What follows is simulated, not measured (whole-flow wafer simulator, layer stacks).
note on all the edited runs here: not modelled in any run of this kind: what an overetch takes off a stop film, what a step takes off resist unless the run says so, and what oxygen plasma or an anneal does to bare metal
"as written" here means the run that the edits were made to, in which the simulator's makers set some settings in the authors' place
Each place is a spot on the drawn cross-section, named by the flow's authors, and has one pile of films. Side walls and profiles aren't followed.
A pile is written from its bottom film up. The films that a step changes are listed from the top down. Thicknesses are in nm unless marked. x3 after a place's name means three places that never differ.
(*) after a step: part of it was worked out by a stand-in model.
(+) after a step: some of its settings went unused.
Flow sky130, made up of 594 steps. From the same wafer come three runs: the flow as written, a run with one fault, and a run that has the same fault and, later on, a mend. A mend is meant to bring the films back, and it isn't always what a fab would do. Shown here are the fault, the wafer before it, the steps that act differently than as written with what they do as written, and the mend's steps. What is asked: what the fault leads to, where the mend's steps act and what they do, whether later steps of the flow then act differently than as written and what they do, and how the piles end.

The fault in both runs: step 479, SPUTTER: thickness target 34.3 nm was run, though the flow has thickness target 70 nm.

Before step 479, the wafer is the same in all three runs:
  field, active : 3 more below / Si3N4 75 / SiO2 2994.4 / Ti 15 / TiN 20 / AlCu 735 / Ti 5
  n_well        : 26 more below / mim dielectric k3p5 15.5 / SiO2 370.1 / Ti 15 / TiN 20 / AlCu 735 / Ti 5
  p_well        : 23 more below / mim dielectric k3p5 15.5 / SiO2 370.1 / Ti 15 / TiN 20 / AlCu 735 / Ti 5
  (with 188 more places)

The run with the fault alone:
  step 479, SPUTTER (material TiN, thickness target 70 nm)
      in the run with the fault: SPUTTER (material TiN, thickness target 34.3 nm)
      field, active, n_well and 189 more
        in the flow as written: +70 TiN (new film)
        in the run with the fault: +34.3 TiN (new film)
  Steps later in the flow that act otherwise than as written (9 more steps, not shown, differ only slightly: by at most 2% or 0.5 nm, whichever is larger):
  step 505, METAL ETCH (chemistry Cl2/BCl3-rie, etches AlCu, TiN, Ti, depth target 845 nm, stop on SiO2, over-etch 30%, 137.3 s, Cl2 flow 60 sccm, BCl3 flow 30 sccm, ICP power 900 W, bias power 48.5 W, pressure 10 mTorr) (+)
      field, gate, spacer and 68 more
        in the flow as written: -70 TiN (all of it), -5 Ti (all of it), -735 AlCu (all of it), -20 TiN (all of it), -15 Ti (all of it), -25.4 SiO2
        in the run with the fault: -34.3 TiN (all of it), -5 Ti (all of it), -735 AlCu (all of it), -20 TiN (all of it), -15 Ti (all of it), -28.9 SiO2
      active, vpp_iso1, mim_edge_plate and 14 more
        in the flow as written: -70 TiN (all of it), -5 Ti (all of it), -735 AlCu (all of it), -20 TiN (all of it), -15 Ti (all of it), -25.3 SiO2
        in the run with the fault: -34.3 TiN (all of it), -5 Ti (all of it), -735 AlCu (all of it), -20 TiN (all of it), -15 Ti (all of it), -28.9 SiO2
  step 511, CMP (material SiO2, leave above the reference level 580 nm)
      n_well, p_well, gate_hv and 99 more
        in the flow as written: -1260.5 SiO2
        in the run with the fault: -1224.8 SiO2
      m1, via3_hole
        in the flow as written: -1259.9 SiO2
        in the run with the fault: -1224.2 SiO2
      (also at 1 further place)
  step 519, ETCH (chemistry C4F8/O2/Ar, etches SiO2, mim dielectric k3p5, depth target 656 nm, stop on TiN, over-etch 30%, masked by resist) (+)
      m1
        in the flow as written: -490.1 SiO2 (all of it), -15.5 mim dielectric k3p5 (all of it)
        in the run with the fault: -525.8 SiO2 (all of it), -15.5 mim dielectric k3p5 (all of it)
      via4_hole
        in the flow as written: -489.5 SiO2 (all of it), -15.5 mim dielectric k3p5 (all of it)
        in the run with the fault: -525.2 SiO2 (all of it), -15.5 mim dielectric k3p5 (all of it)
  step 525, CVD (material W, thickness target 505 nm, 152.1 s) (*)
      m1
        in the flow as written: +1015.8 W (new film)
        in the run with the fault: +1051.7 W (new film)
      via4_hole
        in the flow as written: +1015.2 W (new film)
        in the run with the fault: +1051.1 W (new film)
  By the end, the piles at n_well, p_well, gate_hv and 102 more depart from the flow's by more than 2% or 0.5 nm, whichever is larger.
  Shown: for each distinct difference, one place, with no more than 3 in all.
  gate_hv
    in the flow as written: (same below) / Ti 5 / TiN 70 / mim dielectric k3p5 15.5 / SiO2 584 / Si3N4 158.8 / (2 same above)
    in the run with the fault: (same below) / Ti 5 / TiN 34.3 / mim dielectric k3p5 15.5 / SiO2 619.7 / Si3N4 158.8 / (2 same above)
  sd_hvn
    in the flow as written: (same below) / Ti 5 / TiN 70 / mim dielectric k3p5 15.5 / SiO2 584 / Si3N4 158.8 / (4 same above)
    in the run with the fault: (same below) / Ti 5 / TiN 34.3 / mim dielectric k3p5 15.5 / SiO2 619.7 / Si3N4 158.8 / (4 same above)
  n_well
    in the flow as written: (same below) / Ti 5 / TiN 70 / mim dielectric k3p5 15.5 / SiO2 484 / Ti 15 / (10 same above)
    in the run with the fault: (same below) / Ti 5 / TiN 34.3 / mim dielectric k3p5 15.5 / SiO2 519.7 / Ti 15 / (10 same above)

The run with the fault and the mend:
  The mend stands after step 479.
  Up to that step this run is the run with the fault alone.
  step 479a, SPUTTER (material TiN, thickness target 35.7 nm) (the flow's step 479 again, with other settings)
      field, active, n_well and 189 more
        +35.7 TiN
  Later steps of the flow that are run all act as written at every place that is followed.
  The piles end the same as the flow's at every place that both follow.
